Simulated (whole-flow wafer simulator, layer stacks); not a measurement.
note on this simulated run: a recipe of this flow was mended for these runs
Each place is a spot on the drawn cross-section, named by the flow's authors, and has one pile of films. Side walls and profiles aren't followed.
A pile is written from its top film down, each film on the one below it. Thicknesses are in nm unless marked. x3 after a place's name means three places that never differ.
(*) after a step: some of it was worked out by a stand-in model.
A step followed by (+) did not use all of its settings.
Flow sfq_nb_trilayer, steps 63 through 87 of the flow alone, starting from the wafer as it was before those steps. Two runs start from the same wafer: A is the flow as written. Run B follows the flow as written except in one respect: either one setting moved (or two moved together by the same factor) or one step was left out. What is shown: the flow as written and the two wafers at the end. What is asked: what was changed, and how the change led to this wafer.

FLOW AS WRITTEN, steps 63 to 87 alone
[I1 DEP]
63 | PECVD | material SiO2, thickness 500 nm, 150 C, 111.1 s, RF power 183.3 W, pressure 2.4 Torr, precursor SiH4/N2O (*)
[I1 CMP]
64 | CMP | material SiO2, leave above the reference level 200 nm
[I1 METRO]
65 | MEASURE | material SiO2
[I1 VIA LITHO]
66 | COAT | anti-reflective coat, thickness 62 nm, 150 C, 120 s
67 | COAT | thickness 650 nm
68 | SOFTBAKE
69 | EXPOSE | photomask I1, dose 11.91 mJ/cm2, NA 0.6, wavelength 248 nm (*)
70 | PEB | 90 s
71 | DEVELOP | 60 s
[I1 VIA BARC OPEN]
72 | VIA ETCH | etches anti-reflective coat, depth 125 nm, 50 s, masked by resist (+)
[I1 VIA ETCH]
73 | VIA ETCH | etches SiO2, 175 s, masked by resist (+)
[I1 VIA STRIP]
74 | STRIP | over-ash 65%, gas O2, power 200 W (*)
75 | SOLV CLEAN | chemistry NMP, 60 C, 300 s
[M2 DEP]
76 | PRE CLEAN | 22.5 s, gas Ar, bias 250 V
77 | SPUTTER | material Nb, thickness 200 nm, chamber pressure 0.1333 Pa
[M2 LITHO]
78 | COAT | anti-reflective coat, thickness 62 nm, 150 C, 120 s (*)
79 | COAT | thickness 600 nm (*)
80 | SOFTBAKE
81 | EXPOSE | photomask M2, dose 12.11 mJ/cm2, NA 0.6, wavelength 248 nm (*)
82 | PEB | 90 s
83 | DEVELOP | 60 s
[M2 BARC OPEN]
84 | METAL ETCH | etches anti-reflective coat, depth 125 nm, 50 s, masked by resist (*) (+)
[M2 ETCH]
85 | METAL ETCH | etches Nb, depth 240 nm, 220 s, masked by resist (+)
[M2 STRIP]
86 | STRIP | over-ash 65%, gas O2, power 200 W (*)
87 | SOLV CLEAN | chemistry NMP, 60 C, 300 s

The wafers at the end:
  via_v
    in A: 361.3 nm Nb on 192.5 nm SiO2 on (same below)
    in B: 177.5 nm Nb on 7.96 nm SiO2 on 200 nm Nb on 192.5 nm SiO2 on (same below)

What caused this: step 73, VIA ETCH: 124 s was run, whereas the flow has 175 s.

How this came from the change, step by step:
  73 | VIA ETCH | etches SiO2, 175 s, masked by resist (+)
      via_v: A SiO2 loses 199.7 (all of it), Nb loses 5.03 | B SiO2 loses 184.2
      field_l, v_sur, via_wl and 102 more: A KrF-resist-other-grade loses 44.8 | B KrF-resist-other-grade loses 31.8
  74 | STRIP | over-ash 65%, gas O2, power 200 W (*)
      field_l, v_sur, via_wl and 102 more: A KrF-resist-other-grade loses 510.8 (all of it), anti-reflective coat loses 62 (all of it) | B KrF-resist-other-grade loses 523.9 (all of it), anti-reflective coat loses 62 (all of it)
  76 | PRE CLEAN | 22.5 s, gas Ar, bias 250 V
      via_v: A Nb loses 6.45 | B SiO2 loses 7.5
  77 | SPUTTER | material Nb, thickness 200 nm, chamber pressure 0.1333 Pa
      via_v: A Nb gains 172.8 | B Nb gains 177.5 (new film)
  78 | COAT | anti-reflective coat, thickness 62 nm, 150 C, 120 s (*)
      via_v: A anti-reflective coat gains 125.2 (new film) | B anti-reflective coat gains 120.8 (new film)
  79 | COAT | thickness 600 nm (*)
      via_v: A KrF-resist-other-grade gains 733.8 (new film) | B KrF-resist-other-grade gains 717.2 (new film)
  86 | STRIP | over-ash 65%, gas O2, power 200 W (*)
      via_v: A KrF-resist-other-grade loses 498 (all of it), anti-reflective coat loses 125.2 (all of it) | B KrF-resist-other-grade loses 481.5 (all of it), anti-reflective coat loses 120.8 (all of it)
With metal films that touch counted as one body, via_v has 3 bodies (between them, from the top down: SiO2 7.96; SiO2 192.5); the flow as written gives 2 bodies (between them, from the top down: SiO2 192.5).
